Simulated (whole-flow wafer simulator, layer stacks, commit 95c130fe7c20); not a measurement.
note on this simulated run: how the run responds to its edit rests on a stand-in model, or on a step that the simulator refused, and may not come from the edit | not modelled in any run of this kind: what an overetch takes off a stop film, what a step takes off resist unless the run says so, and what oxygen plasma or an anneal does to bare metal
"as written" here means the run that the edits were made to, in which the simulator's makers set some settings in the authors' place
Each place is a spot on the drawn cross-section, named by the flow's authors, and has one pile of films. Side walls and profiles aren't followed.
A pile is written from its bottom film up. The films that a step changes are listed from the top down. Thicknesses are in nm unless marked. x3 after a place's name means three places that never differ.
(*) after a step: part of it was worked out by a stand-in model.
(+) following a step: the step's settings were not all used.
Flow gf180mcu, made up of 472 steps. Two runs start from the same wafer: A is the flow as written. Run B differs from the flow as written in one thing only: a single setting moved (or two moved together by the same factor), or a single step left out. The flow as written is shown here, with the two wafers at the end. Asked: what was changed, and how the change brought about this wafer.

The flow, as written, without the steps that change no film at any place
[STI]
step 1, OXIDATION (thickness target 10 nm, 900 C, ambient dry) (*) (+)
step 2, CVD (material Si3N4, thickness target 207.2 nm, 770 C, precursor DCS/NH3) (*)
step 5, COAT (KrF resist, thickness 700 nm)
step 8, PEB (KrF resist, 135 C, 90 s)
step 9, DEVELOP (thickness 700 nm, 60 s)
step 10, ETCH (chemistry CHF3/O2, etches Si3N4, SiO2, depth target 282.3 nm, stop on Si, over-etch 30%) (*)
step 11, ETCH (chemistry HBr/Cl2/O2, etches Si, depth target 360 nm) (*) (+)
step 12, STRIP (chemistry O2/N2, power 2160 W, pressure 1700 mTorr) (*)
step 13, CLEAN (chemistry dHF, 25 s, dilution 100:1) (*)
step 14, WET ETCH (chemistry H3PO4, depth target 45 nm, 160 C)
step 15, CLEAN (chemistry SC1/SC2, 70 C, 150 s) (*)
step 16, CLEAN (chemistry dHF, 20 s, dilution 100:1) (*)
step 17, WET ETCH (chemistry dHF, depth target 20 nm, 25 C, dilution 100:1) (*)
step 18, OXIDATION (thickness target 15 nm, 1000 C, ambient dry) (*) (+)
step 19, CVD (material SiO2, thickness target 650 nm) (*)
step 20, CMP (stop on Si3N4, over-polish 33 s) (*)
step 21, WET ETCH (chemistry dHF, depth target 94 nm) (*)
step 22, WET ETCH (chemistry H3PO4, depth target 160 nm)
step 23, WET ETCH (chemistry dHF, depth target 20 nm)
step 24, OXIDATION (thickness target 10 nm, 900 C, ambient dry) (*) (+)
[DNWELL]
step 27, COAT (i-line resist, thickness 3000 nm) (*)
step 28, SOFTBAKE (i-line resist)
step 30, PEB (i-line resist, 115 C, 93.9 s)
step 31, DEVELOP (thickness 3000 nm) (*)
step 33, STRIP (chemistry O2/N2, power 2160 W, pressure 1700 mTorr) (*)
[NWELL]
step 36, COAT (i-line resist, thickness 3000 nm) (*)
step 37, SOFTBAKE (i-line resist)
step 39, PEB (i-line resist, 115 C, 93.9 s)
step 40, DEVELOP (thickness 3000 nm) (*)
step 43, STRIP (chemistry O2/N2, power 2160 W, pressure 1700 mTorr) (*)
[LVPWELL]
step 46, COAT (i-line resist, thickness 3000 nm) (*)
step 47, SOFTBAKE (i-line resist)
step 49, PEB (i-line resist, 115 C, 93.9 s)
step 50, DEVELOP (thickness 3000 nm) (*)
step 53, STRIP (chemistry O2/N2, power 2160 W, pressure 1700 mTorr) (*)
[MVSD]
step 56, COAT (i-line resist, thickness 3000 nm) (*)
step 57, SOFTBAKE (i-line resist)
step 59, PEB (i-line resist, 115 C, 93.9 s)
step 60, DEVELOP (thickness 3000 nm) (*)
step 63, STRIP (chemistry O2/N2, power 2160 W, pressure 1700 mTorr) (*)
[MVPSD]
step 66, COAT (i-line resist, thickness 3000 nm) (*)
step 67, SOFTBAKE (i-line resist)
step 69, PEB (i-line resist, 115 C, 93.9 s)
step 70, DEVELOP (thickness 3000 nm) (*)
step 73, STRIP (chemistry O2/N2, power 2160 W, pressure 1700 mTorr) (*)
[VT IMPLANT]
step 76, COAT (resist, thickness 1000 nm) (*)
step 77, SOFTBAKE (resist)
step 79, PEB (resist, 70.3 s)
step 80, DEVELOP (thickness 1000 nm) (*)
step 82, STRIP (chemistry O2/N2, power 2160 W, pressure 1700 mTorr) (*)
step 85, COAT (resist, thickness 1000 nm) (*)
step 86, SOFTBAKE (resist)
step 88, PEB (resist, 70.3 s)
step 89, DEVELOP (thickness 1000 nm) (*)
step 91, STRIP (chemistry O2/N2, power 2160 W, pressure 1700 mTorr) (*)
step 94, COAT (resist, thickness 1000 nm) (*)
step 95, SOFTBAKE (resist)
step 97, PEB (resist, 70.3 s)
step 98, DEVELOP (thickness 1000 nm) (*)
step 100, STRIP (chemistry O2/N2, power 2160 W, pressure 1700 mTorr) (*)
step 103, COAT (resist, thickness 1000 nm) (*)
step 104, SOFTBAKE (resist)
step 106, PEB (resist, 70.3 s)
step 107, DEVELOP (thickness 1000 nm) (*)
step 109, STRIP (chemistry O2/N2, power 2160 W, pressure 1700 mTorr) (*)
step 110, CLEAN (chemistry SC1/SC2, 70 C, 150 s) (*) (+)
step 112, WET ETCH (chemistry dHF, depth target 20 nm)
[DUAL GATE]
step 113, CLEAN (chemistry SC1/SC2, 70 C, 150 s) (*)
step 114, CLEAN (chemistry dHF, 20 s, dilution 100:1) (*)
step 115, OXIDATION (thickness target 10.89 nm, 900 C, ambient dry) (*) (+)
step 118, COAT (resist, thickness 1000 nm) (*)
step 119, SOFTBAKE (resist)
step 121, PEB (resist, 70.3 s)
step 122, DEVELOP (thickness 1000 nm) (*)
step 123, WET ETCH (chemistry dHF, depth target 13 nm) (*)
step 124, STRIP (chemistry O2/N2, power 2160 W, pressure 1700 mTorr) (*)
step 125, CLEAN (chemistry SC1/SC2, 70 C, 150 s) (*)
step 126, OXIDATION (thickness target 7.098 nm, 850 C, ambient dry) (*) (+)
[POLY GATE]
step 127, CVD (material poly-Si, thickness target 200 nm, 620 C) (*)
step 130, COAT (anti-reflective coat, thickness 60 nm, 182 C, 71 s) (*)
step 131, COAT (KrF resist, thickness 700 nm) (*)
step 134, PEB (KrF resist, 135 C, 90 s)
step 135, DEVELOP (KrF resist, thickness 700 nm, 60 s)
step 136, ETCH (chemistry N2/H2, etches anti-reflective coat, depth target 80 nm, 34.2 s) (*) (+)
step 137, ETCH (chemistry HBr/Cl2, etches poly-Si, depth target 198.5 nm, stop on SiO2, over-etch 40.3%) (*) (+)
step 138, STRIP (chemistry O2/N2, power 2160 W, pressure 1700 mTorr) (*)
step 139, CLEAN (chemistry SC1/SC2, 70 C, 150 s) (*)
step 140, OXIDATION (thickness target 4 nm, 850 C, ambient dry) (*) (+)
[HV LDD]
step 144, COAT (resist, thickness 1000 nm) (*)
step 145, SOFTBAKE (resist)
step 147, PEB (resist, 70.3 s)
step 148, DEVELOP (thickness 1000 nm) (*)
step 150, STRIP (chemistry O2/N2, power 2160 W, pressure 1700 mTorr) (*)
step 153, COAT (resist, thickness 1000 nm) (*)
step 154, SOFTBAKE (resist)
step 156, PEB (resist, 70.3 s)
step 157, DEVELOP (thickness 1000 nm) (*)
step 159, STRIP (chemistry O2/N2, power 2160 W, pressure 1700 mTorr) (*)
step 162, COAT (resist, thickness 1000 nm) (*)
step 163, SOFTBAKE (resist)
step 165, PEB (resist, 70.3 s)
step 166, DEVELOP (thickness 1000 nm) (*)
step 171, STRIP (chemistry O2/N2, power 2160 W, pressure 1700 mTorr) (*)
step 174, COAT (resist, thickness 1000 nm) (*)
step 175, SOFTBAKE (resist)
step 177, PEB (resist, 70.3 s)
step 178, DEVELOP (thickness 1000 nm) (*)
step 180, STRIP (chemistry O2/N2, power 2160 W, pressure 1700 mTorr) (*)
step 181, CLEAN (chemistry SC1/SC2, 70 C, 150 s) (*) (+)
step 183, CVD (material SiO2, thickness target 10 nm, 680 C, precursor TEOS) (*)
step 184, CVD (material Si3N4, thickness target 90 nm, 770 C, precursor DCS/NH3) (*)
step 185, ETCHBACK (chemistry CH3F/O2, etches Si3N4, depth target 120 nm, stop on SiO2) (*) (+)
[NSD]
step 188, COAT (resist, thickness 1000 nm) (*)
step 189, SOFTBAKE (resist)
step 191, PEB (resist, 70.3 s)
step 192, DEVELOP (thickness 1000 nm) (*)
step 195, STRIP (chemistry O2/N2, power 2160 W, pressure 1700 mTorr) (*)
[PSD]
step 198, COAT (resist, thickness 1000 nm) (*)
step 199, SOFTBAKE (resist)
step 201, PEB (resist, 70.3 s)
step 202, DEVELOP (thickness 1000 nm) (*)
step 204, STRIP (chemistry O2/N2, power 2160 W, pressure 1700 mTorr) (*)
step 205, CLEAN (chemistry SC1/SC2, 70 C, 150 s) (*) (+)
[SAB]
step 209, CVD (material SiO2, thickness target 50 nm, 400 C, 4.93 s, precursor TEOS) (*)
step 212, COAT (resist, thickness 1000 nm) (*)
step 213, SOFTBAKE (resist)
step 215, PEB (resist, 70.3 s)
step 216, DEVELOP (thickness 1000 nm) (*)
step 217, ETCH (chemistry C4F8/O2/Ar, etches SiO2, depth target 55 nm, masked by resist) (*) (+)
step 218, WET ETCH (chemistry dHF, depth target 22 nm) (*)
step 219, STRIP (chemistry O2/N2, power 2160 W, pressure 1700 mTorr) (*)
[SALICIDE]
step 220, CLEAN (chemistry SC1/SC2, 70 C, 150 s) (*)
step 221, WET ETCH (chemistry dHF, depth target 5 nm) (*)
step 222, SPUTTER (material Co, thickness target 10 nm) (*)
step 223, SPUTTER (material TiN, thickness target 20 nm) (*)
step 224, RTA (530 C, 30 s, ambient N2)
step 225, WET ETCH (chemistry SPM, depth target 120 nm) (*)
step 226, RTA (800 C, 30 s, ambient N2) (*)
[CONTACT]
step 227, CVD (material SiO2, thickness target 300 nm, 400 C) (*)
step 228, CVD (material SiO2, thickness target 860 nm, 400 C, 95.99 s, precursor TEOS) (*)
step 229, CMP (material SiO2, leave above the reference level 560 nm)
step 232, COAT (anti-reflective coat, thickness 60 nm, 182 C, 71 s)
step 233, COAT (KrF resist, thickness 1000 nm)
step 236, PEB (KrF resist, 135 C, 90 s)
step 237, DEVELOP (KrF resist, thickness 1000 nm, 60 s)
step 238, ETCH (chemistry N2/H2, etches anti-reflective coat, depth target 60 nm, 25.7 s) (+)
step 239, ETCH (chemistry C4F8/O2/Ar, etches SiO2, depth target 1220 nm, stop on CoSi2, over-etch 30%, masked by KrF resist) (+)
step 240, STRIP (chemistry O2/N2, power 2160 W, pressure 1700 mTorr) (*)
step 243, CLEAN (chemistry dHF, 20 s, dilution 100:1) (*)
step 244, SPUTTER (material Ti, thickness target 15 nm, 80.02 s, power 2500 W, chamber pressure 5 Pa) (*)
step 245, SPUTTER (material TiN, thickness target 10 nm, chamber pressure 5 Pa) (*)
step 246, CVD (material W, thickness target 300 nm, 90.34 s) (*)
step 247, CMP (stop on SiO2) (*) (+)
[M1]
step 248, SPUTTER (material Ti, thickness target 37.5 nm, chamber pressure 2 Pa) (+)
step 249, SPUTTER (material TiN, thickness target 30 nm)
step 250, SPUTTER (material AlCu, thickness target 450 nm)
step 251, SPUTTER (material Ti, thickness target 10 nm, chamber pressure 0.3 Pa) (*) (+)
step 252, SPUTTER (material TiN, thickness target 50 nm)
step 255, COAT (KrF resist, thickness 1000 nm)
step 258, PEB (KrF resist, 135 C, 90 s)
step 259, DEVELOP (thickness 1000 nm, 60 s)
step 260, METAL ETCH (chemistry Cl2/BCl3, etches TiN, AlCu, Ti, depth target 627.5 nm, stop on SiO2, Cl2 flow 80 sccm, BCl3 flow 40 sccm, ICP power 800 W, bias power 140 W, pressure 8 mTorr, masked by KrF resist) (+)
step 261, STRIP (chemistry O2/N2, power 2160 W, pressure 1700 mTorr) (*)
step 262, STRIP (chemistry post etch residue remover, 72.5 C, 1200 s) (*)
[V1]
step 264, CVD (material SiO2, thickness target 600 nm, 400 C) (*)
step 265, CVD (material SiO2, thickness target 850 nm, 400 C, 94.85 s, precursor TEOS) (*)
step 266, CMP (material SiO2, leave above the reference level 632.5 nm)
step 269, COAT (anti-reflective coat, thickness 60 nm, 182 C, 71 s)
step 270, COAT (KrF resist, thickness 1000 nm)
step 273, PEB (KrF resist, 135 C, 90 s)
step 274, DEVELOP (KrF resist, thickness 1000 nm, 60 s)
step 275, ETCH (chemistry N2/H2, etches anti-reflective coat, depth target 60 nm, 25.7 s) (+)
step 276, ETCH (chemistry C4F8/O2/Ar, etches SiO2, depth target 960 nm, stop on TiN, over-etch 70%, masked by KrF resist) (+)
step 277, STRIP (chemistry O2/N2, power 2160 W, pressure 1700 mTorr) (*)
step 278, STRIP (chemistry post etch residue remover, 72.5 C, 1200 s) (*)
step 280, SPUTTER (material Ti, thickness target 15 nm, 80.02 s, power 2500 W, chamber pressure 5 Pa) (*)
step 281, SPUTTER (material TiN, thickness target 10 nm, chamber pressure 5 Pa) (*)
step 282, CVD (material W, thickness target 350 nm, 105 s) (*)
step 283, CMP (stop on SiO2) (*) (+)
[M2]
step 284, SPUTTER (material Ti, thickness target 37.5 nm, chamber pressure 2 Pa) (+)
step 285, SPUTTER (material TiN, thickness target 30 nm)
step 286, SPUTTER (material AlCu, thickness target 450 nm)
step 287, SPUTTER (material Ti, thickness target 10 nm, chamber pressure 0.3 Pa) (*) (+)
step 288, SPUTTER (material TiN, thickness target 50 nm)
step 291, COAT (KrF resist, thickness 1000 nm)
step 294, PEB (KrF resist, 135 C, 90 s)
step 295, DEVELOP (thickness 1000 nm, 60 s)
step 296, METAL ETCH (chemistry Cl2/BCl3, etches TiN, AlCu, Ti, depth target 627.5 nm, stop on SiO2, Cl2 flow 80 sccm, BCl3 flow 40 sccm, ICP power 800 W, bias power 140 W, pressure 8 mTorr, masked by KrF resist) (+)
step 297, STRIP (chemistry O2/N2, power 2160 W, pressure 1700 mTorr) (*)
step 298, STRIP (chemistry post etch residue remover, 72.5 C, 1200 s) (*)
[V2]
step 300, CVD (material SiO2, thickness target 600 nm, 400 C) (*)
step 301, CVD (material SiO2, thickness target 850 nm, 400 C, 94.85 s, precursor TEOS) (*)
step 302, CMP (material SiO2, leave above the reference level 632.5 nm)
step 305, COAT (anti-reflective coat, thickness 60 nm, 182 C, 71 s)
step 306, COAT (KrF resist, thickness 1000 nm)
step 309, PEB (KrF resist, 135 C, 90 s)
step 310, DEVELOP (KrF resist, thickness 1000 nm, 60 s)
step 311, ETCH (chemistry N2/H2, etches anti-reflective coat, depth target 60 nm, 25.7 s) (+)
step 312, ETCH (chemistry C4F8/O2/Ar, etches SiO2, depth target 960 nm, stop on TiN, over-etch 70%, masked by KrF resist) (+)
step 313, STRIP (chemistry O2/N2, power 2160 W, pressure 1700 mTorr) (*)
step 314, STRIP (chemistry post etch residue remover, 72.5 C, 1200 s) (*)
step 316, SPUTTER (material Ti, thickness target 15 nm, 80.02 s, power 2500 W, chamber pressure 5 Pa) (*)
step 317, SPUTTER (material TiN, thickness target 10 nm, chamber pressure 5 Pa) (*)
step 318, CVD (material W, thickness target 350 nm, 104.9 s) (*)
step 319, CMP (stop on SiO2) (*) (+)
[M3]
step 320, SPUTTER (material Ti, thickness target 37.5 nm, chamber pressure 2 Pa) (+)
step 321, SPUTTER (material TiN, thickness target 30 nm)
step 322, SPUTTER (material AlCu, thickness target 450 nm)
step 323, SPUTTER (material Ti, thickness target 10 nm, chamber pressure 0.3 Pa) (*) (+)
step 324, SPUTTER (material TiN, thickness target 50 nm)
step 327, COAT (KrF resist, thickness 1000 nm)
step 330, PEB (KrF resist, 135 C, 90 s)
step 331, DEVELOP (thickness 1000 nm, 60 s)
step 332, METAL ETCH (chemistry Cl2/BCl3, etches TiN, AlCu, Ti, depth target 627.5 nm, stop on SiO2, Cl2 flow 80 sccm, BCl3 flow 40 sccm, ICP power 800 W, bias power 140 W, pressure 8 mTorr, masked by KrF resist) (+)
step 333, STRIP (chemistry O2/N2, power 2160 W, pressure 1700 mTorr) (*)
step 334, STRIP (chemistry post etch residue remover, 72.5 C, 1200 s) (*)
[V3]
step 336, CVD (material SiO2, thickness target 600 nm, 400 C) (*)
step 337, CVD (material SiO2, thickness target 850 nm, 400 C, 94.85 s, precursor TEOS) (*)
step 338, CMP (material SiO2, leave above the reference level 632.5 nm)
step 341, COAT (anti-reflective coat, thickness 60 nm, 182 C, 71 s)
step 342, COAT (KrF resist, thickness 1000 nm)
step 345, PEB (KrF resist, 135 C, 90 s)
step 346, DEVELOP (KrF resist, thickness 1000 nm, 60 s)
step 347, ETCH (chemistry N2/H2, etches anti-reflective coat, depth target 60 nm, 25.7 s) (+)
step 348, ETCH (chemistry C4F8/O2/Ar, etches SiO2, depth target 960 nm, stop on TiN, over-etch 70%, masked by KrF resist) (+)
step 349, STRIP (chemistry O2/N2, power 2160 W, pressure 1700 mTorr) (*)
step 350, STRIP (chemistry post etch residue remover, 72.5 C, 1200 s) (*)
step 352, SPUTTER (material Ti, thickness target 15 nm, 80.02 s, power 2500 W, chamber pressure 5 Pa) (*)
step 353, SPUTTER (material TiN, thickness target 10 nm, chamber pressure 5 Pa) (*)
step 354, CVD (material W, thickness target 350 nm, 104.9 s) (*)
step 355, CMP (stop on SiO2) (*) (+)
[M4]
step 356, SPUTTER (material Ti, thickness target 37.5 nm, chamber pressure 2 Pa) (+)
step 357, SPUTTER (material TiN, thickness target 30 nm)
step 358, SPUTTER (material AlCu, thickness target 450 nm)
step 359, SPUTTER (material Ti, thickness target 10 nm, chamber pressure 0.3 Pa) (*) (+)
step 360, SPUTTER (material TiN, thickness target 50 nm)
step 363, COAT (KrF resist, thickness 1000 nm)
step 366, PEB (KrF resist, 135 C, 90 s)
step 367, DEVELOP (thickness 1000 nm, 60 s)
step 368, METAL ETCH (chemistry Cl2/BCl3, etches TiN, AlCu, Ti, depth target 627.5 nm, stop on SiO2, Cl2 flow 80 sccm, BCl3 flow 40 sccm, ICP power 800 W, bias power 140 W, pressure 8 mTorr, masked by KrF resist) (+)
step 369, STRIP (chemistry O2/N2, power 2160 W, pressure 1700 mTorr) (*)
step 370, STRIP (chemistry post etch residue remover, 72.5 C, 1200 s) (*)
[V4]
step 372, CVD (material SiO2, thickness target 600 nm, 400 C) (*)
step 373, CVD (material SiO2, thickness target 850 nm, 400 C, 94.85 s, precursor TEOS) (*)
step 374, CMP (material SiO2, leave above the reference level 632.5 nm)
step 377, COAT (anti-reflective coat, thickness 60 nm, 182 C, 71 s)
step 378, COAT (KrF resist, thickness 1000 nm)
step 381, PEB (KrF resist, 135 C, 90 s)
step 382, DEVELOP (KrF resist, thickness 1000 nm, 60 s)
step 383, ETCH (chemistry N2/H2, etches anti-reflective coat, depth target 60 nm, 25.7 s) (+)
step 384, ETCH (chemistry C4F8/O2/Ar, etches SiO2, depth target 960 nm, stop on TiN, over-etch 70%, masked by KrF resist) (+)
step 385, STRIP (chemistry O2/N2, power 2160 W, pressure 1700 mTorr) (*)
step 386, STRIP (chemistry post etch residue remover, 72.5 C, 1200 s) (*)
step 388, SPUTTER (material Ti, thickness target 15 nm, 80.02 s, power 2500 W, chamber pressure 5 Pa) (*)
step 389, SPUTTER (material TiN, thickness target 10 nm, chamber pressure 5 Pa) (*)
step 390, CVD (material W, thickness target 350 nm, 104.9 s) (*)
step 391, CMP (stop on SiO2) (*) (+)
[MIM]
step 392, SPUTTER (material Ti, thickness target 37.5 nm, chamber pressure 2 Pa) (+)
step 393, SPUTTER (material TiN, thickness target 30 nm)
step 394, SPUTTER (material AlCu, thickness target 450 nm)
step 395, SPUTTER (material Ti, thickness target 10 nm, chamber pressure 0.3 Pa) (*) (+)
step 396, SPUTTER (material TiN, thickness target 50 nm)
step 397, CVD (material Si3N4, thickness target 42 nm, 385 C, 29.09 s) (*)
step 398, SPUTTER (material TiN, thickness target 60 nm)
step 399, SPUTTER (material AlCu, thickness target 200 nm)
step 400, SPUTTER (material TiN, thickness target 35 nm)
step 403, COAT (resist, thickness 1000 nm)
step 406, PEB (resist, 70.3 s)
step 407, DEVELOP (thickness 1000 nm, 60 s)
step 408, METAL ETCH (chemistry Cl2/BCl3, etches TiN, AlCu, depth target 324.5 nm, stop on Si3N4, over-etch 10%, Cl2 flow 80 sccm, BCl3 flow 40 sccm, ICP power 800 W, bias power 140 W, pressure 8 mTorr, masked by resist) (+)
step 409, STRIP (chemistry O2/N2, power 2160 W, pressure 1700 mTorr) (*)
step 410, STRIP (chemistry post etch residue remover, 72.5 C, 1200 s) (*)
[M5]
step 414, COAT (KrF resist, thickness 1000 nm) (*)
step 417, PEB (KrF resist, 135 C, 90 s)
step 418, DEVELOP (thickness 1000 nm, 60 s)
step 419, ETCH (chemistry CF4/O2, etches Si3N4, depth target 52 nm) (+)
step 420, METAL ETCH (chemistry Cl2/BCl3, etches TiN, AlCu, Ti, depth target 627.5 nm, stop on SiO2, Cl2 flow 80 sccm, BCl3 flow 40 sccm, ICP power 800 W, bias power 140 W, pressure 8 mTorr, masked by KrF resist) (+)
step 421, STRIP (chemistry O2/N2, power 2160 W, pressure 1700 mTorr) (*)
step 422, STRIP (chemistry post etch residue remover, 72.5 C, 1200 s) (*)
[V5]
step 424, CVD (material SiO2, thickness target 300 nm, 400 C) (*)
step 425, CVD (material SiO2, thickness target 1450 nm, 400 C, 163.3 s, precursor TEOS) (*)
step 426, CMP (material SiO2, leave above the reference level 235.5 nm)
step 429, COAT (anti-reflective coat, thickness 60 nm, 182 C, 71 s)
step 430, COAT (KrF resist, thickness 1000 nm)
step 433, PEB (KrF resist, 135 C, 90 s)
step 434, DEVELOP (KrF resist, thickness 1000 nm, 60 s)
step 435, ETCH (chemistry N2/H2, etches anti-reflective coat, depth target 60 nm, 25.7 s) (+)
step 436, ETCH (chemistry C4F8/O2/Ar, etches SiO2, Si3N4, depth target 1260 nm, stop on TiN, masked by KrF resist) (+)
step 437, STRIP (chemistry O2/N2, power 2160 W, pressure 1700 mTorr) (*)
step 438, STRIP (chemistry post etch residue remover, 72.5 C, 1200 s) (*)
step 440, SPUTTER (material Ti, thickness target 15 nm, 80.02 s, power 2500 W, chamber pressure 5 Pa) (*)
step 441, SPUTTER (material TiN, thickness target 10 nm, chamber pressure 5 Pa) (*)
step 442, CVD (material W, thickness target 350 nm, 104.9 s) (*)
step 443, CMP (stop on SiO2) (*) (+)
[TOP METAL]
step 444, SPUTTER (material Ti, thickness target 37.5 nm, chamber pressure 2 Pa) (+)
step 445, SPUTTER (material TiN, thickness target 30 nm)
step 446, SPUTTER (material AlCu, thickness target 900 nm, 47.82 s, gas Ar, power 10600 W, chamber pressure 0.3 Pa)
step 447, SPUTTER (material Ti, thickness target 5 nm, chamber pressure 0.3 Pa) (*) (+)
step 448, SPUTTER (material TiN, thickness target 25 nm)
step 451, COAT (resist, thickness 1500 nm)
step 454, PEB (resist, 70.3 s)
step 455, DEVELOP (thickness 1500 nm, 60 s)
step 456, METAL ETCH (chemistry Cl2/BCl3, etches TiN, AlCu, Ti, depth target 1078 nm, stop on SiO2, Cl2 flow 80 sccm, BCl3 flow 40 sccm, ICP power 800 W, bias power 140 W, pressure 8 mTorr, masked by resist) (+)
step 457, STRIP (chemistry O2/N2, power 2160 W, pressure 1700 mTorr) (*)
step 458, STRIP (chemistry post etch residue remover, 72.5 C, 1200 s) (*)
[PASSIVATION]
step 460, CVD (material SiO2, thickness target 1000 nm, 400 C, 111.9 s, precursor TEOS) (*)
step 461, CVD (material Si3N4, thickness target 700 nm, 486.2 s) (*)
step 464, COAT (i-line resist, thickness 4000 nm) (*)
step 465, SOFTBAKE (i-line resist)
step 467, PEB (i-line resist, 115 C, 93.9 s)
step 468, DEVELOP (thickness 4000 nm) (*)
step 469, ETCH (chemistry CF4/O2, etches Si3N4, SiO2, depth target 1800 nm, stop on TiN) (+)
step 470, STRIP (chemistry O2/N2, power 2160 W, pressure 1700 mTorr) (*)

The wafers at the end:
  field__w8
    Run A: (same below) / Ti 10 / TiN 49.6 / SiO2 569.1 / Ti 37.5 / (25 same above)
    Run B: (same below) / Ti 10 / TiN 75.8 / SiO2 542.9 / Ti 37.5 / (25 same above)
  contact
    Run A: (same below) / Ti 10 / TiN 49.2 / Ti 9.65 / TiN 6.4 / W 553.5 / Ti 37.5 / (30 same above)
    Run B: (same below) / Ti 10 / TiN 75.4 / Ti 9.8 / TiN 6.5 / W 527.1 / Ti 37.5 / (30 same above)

Cause: step 288, SPUTTER: thickness target 76.2 nm was run, whereas the flow has thickness target 50 nm.

Step by step, how the change led to this:
  step 288, SPUTTER (material TiN, thickness target 50 nm)
      field, field__w1, field__w2 and 108 more: A +50 TiN (new film) | B +76.2 TiN (new film)
  step 296, METAL ETCH (chemistry Cl2/BCl3, etches TiN, AlCu, Ti, depth target 627.5 nm, stop on SiO2, Cl2 flow 80 sccm, BCl3 flow 40 sccm, ICP power 800 W, bias power 140 W, pressure 8 mTorr, masked by KrF resist) (+)
      field, field__w1, field__w2 and 103 more: A -50 TiN (all of it), -10 Ti (all of it), -450 AlCu (all of it), -30 TiN (all of it), -37.5 Ti (all of it) | B -76.2 TiN (all of it), -10 Ti (all of it), -450 AlCu (all of it), -30 TiN (all of it), -37.5 Ti (all of it)
  step 302, CMP (material SiO2, leave above the reference level 632.5 nm)
      field__w8, contact, m1, m1__w1, m1_nw: A -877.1 SiO2 | B -903.3 SiO2
  step 312, ETCH (chemistry C4F8/O2/Ar, etches SiO2, depth target 960 nm, stop on TiN, over-etch 70%, masked by KrF resist) (+)
      field, field__w1, field__w2 and 107 more: A -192 KrF resist | B -185.7 KrF resist
      contact: A -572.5 SiO2 (all of it) | B -546.3 SiO2 (all of it)
  step 318, CVD (material W, thickness target 350 nm, 104.9 s) (*)
      contact: A +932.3 W (new film) | B +905.8 W (new film)
